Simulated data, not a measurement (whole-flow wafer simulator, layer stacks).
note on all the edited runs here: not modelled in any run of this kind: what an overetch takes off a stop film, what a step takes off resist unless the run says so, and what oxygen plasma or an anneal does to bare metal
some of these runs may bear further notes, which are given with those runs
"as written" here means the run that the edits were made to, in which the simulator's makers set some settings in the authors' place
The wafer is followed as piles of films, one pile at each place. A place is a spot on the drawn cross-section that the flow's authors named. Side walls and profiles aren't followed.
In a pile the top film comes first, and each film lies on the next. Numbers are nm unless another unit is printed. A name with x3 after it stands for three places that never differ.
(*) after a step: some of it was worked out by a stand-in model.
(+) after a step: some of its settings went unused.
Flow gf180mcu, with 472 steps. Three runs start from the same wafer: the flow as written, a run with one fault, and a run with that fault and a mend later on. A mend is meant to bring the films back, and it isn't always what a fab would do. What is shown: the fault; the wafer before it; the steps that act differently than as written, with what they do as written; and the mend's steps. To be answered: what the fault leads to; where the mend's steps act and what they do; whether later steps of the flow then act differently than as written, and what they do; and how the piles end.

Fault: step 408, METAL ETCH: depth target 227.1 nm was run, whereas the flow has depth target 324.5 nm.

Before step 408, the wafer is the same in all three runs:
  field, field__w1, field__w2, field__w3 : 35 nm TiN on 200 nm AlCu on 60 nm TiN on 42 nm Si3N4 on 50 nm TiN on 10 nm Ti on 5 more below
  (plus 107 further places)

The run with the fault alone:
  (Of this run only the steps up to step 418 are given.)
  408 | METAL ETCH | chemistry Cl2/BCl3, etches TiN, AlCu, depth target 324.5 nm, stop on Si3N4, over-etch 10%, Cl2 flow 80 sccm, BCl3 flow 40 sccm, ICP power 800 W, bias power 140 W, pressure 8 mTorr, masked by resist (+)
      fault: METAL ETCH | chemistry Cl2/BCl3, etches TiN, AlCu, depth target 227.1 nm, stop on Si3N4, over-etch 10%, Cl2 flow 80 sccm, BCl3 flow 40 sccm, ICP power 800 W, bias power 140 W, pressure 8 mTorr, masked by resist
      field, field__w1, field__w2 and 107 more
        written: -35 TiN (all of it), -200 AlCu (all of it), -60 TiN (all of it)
        fault: -35 TiN (all of it), -192.1 AlCu
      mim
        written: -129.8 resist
        fault: -90.8 resist
  Steps further on in the flow that do not act as written (1 other step is not shown; it differs only slightly, by no more than 2% or 0.5 nm, whichever is larger):
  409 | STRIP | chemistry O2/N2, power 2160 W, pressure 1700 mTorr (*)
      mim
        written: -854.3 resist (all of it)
        fault: -893.3 resist (all of it)
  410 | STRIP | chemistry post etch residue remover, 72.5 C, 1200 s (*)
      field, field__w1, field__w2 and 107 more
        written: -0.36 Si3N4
        fault: -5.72 AlCu
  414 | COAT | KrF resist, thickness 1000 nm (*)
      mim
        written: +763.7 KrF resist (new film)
        fault: +811.9 KrF resist (new film)
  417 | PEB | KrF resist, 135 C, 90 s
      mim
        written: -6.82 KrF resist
        fault: -7.58 KrF resist
  The piles after step 418 differ from the flow's at field, field__w1, field__w2 and 109 more by more than 2% or 0.5 nm, whichever is larger.
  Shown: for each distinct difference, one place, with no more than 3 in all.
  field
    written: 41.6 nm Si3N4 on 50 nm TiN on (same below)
    fault: 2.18 nm AlCu on 60 nm TiN on 42 nm Si3N4 on 50 nm TiN on (same below)
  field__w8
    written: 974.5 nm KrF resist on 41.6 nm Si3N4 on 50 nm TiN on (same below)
    fault: 974.5 nm KrF resist on 2.18 nm AlCu on 60 nm TiN on 42 nm Si3N4 on 50 nm TiN on (same below)
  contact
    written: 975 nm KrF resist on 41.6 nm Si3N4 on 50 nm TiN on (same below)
    fault: 974.9 nm KrF resist on 2.18 nm AlCu on 60 nm TiN on 42 nm Si3N4 on 50 nm TiN on (same below)

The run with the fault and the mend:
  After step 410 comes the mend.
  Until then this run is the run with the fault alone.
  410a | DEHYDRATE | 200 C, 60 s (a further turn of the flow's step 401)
      alters no film at any place that is followed
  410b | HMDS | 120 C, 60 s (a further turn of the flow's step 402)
      alters no film at any place that is followed
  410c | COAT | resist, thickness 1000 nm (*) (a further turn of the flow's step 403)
      field__w8, m1__w1, iso_ptap_pw and 39 more
        +1000 resist (new film)
      p_well, sti, spacer, sd_n, mim_1p0, pad, dice_street
        +1000.5 resist (new film)
      field, ld_gate_p, ld_acc_p, ld_fp_p, ld_drift_p, ld_drn_p
        +1001.3 resist (new film)
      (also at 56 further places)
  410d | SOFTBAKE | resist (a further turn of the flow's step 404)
      field__w2
        +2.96 resist
      field__w3
        +3.11 resist
      field__w5
        -0.2 resist
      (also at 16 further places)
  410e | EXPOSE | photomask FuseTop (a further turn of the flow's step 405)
      alters no film at any place that is followed
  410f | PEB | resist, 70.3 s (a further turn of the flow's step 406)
      field, field__w1, field__w5 and 95 more
        -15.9 resist
      field__w2, field__w3, field__w12, pplus_u, ppoly_sal, nw_enc_fld_lv__w1, nw_enc_fld_lv__w4
        -16 resist
      field__w11, field__w13, npoly_sal
        -16.2 resist
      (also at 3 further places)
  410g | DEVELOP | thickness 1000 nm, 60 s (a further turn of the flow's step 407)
      field__w8, m1__w1, iso_ptap_pw and 39 more
        -984.1 resist (all of it)
      p_well, sti, spacer, sd_n, mim_1p0, pad, dice_street
        -984.6 resist (all of it)
      field, ld_gate_p, ld_acc_p, ld_fp_p, ld_drift_p, ld_drn_p
        -985.4 resist (all of it)
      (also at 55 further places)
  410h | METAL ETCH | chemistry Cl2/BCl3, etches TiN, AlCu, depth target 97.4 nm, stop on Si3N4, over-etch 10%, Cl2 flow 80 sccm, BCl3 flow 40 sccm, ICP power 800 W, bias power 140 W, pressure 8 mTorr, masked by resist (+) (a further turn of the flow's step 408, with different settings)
      field, field__w1, field__w2 and 107 more
        -2.18 AlCu (all of it), -60 TiN (all of it)
      mim
        -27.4 resist
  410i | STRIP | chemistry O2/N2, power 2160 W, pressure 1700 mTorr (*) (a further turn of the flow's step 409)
      mim
        -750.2 resist (all of it)
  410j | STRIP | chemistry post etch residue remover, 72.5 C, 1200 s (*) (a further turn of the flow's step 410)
      field, field__w1, field__w2 and 107 more
        -0.36 Si3N4
      mim
        -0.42 TiN
  Every later step of the flow that is run acts as written, at every place that is followed, to within 2% or 0.5 nm, whichever is larger.
  The piles end only slightly different from the flow's at the places that both follow, by no more than 2% or 0.5 nm, whichever is larger.
